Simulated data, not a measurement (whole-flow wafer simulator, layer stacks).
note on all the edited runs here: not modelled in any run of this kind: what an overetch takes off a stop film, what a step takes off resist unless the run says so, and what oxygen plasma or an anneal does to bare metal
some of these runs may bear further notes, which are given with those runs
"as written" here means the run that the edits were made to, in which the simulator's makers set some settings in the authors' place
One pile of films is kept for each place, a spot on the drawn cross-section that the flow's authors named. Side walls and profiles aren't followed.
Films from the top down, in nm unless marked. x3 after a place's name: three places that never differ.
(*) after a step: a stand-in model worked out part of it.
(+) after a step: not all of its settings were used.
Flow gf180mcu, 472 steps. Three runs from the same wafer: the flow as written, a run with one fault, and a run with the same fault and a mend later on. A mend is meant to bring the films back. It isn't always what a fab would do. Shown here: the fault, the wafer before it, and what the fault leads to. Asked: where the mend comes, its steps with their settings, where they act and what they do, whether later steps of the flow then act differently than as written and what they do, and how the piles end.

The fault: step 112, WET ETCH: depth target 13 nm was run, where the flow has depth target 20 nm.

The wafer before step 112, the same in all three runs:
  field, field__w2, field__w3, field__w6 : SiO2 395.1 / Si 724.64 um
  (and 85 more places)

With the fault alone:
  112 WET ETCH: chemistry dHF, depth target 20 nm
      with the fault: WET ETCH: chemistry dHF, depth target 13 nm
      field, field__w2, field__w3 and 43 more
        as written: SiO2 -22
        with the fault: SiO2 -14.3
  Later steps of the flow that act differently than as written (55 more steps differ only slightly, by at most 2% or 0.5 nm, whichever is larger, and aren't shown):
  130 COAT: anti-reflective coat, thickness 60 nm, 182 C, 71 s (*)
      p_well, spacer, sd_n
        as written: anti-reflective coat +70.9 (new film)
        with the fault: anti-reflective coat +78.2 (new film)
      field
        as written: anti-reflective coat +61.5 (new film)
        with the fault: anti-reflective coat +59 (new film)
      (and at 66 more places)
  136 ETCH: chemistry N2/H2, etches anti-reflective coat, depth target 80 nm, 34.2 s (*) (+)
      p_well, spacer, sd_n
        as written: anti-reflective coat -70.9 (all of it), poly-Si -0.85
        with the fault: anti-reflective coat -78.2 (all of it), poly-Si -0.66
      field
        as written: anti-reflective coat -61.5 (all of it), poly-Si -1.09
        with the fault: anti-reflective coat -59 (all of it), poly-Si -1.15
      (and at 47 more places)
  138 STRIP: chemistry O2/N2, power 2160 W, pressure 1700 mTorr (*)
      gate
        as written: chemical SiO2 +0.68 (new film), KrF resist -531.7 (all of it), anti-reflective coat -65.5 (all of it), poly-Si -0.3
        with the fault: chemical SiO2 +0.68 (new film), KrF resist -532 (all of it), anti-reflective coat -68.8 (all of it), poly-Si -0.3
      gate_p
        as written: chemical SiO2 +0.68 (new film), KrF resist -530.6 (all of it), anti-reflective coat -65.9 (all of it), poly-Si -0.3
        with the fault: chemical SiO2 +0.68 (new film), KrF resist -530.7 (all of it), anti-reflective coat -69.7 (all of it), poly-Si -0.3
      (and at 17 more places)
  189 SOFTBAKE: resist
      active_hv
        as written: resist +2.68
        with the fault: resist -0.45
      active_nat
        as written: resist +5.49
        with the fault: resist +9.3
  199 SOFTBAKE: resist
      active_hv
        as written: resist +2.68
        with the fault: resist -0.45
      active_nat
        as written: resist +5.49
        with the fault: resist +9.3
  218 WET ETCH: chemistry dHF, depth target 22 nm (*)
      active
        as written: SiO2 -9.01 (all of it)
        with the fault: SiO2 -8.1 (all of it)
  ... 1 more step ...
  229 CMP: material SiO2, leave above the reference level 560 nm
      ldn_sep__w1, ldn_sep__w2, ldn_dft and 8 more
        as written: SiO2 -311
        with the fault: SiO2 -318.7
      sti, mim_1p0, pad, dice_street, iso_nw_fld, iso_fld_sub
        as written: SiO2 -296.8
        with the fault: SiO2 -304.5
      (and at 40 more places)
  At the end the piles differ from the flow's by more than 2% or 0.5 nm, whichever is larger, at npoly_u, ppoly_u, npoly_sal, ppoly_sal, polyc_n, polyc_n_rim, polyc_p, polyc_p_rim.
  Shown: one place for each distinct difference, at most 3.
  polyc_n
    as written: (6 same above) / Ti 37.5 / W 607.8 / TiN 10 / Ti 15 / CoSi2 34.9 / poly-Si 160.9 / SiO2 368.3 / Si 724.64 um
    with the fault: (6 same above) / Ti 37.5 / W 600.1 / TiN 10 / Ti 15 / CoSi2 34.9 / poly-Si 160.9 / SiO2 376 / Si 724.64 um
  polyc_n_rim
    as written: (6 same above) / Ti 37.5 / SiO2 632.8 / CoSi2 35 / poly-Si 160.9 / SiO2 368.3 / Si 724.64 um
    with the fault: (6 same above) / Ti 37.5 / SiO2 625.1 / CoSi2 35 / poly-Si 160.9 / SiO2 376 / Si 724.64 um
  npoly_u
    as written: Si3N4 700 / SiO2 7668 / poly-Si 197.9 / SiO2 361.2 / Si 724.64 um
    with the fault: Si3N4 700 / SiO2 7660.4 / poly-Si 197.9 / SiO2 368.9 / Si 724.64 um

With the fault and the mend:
  The mend comes after step 112.
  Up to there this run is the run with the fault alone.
  112a WET ETCH: chemistry dHF, depth target 7 nm (the flow's step 112 once more, with other settings)
      field, field__w2, field__w3 and 43 more
        SiO2 -7
  Later steps of the flow that act differently than as written (56 more steps differ only slightly, by at most 2% or 0.5 nm, whichever is larger, and aren't shown):
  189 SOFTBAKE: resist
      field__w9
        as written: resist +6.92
        with the mend: resist -3.06
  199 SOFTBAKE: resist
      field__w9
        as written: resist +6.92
        with the mend: resist -3.06
  At the end the piles differ from the flow's only slightly at the places that both follow, by at most 2% or 0.5 nm, whichever is larger.
